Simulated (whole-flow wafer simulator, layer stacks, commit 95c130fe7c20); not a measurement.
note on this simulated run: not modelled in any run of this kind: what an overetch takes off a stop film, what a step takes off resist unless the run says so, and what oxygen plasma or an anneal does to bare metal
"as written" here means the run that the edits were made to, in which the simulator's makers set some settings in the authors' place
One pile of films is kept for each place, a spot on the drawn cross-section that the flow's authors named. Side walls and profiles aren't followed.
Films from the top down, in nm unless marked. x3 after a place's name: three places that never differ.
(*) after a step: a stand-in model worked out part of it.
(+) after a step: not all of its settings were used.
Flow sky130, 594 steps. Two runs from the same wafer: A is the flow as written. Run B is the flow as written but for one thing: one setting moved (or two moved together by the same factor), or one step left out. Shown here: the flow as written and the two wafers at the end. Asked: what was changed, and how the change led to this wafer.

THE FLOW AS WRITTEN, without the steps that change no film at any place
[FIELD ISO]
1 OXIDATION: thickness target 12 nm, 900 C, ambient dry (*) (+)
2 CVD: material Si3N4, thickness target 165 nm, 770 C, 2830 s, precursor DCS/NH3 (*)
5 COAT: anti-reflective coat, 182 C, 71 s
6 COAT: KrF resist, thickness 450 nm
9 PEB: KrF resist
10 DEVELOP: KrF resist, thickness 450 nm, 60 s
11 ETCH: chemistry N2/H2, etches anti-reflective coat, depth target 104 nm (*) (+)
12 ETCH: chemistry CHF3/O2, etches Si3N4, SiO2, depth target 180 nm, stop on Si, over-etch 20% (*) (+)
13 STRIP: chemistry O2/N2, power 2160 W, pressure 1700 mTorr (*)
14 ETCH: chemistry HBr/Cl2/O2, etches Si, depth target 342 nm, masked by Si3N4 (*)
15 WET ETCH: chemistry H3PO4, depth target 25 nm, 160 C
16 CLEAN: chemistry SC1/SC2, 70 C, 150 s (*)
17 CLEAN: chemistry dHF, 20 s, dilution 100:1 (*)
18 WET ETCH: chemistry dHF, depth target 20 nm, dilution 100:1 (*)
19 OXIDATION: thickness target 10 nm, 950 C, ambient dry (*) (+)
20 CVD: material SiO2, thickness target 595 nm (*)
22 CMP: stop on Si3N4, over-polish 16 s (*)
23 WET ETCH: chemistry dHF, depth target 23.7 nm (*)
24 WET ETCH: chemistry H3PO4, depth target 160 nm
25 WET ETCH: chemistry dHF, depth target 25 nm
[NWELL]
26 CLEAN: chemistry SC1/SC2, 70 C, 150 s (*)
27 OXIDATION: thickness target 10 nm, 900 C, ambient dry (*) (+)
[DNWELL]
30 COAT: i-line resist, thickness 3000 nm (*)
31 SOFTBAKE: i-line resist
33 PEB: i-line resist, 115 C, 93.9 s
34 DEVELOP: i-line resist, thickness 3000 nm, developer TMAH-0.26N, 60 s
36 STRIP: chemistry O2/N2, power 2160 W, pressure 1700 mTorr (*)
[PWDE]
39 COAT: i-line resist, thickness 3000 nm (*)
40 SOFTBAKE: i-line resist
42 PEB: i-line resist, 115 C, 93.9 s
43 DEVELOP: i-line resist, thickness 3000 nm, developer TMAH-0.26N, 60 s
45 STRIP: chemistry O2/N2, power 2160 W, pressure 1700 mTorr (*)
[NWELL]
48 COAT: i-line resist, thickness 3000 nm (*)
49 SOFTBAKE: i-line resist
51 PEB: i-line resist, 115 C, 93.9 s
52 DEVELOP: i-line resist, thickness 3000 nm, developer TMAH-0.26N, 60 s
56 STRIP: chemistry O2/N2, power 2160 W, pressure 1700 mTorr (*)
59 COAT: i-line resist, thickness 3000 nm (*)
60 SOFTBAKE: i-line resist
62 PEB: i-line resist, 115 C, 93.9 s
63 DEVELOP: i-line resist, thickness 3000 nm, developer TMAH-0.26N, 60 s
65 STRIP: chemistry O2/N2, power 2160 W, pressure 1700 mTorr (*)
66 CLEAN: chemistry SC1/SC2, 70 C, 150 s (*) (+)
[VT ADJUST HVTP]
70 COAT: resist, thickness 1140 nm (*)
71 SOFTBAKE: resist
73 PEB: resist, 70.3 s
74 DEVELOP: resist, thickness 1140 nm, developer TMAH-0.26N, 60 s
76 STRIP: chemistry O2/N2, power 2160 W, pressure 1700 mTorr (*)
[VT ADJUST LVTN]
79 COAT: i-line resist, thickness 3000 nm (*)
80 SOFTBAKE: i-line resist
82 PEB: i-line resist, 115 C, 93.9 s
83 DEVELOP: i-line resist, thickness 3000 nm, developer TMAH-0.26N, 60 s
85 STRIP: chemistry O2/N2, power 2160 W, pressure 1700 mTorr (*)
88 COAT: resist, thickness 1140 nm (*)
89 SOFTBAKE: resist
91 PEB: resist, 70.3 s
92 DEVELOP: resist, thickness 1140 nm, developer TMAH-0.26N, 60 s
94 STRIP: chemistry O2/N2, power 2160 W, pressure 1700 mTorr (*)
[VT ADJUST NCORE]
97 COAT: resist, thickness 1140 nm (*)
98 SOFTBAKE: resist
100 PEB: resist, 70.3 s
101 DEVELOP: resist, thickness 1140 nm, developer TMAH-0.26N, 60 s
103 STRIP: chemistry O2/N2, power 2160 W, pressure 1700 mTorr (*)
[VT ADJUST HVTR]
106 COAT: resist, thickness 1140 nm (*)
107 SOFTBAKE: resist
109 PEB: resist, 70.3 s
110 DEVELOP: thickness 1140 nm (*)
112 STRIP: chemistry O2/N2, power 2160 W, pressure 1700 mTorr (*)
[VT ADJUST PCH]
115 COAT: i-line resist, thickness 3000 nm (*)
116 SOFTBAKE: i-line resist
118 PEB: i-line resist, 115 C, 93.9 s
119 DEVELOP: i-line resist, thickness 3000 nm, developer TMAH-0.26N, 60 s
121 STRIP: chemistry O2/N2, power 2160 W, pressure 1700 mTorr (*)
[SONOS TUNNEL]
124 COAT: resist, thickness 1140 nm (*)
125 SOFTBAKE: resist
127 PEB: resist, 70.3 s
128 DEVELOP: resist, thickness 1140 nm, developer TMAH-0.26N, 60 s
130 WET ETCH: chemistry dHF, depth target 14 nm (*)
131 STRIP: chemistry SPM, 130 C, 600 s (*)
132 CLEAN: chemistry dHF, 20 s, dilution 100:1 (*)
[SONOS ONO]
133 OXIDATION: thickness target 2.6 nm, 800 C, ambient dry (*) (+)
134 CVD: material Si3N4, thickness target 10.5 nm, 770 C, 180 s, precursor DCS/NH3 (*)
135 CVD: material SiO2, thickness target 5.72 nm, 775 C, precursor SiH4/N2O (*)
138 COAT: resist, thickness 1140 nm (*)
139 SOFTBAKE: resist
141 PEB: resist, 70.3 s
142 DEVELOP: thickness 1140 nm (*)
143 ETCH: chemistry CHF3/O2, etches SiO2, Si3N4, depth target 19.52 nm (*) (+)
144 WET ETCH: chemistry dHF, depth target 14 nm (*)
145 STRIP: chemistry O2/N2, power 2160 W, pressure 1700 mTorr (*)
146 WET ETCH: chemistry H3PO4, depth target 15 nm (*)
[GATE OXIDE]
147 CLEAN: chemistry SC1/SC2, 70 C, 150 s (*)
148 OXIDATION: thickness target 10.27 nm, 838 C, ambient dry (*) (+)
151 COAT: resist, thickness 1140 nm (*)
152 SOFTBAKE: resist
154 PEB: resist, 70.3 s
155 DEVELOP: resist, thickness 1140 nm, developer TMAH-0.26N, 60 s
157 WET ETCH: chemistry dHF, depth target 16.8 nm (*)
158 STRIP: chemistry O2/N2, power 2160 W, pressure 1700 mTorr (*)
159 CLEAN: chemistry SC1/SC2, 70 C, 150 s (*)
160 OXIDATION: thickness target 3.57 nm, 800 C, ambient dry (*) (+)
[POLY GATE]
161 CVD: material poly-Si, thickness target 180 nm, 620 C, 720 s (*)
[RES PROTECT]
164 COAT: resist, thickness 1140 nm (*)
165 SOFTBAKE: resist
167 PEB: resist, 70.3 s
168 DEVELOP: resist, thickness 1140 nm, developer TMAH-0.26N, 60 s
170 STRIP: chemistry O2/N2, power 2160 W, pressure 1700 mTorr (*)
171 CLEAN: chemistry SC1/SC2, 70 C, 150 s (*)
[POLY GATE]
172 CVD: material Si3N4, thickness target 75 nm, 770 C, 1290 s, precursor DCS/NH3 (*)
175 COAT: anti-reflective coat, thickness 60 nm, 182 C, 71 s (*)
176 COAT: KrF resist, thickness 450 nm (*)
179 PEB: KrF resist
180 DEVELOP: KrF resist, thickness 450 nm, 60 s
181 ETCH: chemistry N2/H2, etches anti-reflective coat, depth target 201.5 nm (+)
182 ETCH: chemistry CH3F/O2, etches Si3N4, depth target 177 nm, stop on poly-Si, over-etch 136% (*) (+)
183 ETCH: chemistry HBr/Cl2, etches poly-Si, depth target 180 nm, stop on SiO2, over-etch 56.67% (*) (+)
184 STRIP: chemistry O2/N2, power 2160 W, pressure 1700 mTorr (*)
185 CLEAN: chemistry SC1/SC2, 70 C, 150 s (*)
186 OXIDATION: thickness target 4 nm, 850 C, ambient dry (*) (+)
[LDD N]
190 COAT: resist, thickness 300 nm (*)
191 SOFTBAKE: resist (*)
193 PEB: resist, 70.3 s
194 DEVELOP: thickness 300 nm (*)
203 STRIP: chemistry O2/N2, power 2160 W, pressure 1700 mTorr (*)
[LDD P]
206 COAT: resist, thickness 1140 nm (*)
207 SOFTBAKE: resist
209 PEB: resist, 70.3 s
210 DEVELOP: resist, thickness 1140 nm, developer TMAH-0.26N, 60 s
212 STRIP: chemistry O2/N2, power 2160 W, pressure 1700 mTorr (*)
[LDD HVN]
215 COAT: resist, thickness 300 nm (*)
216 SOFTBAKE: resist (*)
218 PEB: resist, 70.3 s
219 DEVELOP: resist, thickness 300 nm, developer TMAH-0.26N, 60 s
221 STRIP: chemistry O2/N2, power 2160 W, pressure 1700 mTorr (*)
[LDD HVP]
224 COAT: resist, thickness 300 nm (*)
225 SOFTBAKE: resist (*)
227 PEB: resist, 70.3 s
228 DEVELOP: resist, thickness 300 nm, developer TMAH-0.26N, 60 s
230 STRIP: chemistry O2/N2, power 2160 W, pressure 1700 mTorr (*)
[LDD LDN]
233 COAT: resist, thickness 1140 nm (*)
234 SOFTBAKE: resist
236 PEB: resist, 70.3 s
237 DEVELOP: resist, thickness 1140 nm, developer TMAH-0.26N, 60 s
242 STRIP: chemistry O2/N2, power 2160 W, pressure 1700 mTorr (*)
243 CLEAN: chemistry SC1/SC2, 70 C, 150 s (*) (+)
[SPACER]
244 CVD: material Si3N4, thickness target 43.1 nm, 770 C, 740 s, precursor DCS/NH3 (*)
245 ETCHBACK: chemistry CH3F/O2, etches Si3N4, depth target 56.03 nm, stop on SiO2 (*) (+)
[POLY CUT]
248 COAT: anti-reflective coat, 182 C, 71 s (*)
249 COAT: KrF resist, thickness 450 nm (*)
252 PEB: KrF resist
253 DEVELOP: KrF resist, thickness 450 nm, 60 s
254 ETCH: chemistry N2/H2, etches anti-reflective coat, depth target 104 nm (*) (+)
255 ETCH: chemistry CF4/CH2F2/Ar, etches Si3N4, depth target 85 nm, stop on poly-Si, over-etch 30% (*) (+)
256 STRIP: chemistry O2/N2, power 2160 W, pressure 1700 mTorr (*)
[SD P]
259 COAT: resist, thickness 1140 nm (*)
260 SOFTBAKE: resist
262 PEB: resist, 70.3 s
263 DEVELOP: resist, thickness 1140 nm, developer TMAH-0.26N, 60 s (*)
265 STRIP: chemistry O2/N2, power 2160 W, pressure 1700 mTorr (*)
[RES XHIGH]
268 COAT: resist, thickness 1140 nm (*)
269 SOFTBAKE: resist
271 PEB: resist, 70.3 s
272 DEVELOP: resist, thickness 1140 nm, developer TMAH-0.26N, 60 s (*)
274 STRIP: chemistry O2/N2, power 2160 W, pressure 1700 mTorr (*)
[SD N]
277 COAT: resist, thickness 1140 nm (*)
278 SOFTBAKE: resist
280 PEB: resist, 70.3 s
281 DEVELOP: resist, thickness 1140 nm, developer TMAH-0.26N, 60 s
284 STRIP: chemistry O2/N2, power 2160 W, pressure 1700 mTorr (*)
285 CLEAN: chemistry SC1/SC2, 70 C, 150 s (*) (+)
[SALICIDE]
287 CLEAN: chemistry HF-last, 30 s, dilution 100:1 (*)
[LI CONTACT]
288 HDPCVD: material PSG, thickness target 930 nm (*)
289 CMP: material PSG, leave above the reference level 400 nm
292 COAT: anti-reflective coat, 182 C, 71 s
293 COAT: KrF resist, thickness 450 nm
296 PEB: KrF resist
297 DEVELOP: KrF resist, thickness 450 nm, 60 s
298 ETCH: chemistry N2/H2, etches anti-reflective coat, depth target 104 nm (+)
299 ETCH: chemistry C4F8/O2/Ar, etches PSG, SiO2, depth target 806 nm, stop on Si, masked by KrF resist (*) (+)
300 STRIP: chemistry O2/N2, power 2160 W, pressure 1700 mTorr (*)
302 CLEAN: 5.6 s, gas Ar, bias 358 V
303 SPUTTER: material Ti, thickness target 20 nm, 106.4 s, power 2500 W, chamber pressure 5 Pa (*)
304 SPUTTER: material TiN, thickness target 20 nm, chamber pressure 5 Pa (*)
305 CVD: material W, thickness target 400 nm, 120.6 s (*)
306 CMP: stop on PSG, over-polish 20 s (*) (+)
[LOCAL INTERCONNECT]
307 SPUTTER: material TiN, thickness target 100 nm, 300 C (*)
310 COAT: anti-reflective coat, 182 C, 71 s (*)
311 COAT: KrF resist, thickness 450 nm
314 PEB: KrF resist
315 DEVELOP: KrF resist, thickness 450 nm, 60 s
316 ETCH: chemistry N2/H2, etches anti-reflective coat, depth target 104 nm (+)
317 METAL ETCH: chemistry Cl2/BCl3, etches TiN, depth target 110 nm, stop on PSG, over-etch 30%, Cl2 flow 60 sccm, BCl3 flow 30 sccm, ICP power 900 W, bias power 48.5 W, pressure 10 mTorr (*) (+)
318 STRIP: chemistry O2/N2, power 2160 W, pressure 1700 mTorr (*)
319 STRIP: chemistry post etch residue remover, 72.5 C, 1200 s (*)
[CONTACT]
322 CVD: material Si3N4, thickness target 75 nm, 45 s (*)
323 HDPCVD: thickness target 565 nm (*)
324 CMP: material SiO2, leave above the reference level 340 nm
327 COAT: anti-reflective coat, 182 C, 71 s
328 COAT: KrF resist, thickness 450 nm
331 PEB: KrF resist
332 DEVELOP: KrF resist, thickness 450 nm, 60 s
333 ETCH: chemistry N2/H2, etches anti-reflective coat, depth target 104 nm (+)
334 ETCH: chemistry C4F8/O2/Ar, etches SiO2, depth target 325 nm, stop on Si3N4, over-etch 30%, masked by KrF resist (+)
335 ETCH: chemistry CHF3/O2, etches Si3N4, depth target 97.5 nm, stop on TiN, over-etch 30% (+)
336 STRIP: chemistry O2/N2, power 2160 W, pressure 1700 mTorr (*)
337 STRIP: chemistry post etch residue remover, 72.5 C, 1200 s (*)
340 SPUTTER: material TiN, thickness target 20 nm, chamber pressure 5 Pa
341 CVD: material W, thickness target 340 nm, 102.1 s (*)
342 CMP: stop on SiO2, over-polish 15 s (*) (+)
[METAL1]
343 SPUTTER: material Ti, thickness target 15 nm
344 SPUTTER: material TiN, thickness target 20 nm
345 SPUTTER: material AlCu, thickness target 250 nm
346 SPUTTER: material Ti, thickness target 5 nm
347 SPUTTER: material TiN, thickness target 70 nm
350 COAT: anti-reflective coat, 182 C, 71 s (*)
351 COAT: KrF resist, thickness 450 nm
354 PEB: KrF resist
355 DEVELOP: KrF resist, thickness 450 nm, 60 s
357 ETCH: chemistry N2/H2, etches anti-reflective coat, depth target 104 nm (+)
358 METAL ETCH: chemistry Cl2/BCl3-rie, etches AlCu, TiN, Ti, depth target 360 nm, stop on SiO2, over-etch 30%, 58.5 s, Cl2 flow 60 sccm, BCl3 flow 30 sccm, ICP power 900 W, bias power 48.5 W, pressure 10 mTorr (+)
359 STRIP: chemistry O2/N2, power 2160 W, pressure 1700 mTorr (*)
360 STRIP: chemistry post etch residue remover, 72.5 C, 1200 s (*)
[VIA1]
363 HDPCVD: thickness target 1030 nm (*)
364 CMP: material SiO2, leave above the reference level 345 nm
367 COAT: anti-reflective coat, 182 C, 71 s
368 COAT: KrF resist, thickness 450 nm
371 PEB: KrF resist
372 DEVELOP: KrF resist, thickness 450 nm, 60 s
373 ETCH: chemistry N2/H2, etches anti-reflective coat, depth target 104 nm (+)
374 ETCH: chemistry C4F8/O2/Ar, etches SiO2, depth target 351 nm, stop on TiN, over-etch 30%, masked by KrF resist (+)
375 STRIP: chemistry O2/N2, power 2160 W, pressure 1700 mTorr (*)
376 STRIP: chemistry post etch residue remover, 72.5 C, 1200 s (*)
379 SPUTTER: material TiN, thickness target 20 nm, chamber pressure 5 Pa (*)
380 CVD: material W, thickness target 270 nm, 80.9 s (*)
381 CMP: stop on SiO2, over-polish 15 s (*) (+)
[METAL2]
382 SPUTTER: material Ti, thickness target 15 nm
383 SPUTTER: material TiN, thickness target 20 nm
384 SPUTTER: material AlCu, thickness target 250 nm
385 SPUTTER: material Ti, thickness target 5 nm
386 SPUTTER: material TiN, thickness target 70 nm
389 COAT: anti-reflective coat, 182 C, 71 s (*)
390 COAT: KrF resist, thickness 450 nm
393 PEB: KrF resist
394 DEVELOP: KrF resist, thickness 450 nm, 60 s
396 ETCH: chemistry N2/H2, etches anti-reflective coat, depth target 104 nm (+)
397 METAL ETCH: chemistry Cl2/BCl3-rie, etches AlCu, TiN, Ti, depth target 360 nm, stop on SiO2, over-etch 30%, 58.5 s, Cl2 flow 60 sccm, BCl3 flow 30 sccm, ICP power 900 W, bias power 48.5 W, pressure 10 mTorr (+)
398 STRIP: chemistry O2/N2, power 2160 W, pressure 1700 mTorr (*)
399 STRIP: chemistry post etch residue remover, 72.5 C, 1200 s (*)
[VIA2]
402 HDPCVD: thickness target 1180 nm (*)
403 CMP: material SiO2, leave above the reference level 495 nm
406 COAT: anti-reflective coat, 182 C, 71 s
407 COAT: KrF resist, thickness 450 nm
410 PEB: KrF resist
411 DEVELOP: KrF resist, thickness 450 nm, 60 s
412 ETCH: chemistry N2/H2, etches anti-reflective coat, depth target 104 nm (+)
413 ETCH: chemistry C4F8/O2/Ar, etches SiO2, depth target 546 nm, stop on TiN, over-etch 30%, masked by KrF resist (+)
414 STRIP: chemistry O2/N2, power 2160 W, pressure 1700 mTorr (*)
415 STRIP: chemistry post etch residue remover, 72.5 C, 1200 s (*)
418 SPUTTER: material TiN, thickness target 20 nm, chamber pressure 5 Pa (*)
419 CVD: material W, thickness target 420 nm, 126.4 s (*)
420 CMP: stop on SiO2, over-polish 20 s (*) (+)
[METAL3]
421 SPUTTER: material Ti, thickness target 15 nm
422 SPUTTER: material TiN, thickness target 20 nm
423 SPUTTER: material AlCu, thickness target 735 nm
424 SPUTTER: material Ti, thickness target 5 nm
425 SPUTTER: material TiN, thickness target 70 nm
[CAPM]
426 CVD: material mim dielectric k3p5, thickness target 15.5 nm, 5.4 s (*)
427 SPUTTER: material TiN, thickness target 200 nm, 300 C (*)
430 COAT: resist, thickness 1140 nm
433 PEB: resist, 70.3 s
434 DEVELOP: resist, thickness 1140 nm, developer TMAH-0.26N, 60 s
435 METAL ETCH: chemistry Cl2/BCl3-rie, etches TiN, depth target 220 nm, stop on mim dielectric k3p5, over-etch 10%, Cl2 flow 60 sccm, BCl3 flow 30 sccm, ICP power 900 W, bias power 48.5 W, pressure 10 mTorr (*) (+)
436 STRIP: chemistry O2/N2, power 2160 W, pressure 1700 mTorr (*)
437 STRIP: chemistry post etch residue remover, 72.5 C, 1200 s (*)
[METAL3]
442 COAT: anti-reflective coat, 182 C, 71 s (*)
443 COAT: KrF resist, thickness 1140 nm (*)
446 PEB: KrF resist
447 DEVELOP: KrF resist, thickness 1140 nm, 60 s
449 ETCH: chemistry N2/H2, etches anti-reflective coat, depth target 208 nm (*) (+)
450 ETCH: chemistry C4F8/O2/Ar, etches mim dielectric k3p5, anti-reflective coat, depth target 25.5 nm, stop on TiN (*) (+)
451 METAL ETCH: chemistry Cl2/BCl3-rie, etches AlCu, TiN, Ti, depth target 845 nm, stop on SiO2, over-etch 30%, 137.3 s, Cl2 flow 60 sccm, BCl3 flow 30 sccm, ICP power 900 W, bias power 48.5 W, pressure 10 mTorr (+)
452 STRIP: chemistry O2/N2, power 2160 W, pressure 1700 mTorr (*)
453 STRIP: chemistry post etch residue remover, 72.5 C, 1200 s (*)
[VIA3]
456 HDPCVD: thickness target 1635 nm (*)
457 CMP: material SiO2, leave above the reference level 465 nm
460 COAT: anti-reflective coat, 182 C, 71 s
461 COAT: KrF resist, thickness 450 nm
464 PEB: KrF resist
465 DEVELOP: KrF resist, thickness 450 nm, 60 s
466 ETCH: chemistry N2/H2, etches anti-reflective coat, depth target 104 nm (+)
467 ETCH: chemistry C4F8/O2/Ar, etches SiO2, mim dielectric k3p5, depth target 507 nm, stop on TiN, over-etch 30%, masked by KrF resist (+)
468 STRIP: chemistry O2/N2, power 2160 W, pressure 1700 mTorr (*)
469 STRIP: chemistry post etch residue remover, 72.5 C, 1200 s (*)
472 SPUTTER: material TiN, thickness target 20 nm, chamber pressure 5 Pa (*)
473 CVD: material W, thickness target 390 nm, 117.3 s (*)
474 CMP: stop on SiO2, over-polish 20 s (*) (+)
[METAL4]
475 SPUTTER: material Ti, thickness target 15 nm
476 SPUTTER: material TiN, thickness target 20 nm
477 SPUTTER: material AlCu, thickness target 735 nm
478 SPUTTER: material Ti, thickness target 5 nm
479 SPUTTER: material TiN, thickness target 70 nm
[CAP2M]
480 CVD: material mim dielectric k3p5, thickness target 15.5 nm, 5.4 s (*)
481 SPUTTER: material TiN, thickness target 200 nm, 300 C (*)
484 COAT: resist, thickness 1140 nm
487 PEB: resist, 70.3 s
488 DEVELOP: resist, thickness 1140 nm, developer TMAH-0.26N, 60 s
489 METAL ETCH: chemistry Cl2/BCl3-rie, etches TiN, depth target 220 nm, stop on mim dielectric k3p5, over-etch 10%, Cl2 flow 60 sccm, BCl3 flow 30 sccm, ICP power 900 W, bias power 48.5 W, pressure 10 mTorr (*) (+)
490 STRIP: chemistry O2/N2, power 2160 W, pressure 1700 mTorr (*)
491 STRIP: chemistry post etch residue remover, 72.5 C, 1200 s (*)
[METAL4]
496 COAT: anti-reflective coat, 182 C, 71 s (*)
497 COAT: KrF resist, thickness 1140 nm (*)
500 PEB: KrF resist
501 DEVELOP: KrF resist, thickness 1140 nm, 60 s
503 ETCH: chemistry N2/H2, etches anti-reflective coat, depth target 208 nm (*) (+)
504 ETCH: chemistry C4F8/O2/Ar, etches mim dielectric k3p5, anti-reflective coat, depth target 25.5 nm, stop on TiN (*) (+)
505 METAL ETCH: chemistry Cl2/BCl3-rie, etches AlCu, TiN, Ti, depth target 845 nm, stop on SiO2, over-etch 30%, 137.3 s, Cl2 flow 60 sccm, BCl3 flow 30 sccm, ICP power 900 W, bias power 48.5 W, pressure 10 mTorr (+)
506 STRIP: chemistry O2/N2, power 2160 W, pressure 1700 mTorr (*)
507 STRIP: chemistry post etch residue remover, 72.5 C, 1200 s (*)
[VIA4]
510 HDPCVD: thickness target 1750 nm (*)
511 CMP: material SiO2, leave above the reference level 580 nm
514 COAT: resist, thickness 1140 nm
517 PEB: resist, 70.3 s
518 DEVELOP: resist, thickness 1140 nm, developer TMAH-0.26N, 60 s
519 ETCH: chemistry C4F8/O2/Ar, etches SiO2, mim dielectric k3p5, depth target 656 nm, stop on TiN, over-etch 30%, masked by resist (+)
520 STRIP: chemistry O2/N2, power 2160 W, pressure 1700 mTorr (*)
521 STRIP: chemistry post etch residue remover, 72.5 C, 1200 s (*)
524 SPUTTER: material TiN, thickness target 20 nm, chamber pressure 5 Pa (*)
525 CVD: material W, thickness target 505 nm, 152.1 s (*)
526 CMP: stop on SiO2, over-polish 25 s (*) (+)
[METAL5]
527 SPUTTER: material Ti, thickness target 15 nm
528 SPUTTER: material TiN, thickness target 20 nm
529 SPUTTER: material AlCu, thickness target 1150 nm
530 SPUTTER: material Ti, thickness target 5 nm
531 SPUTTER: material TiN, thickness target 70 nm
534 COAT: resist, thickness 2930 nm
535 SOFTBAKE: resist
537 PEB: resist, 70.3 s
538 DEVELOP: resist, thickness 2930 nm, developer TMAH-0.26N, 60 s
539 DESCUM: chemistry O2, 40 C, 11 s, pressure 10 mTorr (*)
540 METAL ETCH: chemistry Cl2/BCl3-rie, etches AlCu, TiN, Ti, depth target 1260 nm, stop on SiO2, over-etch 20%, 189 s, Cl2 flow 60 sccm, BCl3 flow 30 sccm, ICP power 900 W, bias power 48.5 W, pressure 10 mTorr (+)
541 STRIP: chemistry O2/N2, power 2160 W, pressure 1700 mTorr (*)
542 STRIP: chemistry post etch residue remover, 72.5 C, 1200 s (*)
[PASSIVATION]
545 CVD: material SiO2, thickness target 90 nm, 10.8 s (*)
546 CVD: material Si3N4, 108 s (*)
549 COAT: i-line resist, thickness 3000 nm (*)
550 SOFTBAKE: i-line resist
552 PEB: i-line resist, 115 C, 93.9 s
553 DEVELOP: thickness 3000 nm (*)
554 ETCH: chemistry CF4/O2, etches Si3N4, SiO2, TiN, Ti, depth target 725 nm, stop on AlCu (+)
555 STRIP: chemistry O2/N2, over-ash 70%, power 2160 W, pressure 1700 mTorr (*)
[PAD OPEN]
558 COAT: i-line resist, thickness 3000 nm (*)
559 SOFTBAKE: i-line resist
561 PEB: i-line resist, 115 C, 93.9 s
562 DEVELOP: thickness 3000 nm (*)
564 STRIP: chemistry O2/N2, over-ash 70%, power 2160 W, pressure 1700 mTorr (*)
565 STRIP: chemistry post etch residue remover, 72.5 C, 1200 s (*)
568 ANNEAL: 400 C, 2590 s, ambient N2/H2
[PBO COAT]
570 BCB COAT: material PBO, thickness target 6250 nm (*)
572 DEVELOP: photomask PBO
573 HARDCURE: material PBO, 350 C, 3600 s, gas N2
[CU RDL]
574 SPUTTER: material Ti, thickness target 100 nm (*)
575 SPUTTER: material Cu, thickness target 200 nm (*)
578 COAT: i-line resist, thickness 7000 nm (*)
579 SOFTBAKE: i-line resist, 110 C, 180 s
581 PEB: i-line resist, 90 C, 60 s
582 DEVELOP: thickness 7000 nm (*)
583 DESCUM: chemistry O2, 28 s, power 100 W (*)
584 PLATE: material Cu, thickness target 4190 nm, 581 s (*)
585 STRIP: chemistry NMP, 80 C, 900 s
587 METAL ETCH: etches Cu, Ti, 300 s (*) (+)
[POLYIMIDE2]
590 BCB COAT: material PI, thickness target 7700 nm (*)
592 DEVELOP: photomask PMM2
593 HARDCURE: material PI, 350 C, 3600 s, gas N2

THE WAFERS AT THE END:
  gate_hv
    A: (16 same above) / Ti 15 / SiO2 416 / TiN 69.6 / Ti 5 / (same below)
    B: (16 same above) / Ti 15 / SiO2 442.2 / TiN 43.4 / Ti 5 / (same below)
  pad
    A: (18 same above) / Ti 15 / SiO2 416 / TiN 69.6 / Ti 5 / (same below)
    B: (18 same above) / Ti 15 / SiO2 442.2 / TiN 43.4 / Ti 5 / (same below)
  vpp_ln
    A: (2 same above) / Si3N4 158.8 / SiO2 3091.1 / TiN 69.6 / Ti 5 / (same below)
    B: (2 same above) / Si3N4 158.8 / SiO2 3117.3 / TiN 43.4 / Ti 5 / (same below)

The cause: step 386, SPUTTER: thickness target 43.8 nm was run, where the flow has thickness target 70 nm.

How the change led to this, step by step:
  386 SPUTTER: material TiN, thickness target 70 nm
      field, active, n_well and 188 more: A TiN +70 (new film) | B TiN +43.8 (new film)
  397 METAL ETCH: chemistry Cl2/BCl3-rie, etches AlCu, TiN, Ti, depth target 360 nm, stop on SiO2, over-etch 30%, 58.5 s, Cl2 flow 60 sccm, BCl3 flow 30 sccm, ICP power 900 W, bias power 48.5 W, pressure 10 mTorr (+)
      field, active, gate and 82 more: A TiN -68.7 (all of it), Ti -5 (all of it), AlCu -250 (all of it), TiN -20 (all of it), Ti -15 (all of it), SiO2 -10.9 | B TiN -42.5 (all of it), Ti -5 (all of it), AlCu -250 (all of it), TiN -20 (all of it), Ti -15 (all of it), SiO2 -13.6
  403 CMP: material SiO2, leave above the reference level 495 nm
      n_well, p_well, gate_hv and 101 more: A SiO2 -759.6 | B SiO2 -733.4
      m1, via1_hole: A SiO2 -759.1 | B SiO2 -732.9
  413 ETCH: chemistry C4F8/O2/Ar, etches SiO2, depth target 546 nm, stop on TiN, over-etch 30%, masked by KrF resist (+)
      m1: A SiO2 -420.3 (all of it) | B SiO2 -446.5 (all of it)
      via2_hole: A SiO2 -419.8 (all of it) | B SiO2 -446 (all of it)
  419 CVD: material W, thickness target 420 nm, 126.4 s (*)
      m1: A W +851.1 (new film) | B W +877.7 (new film)
      via2_hole: A W +850.7 (new film) | B W +877.2 (new film)
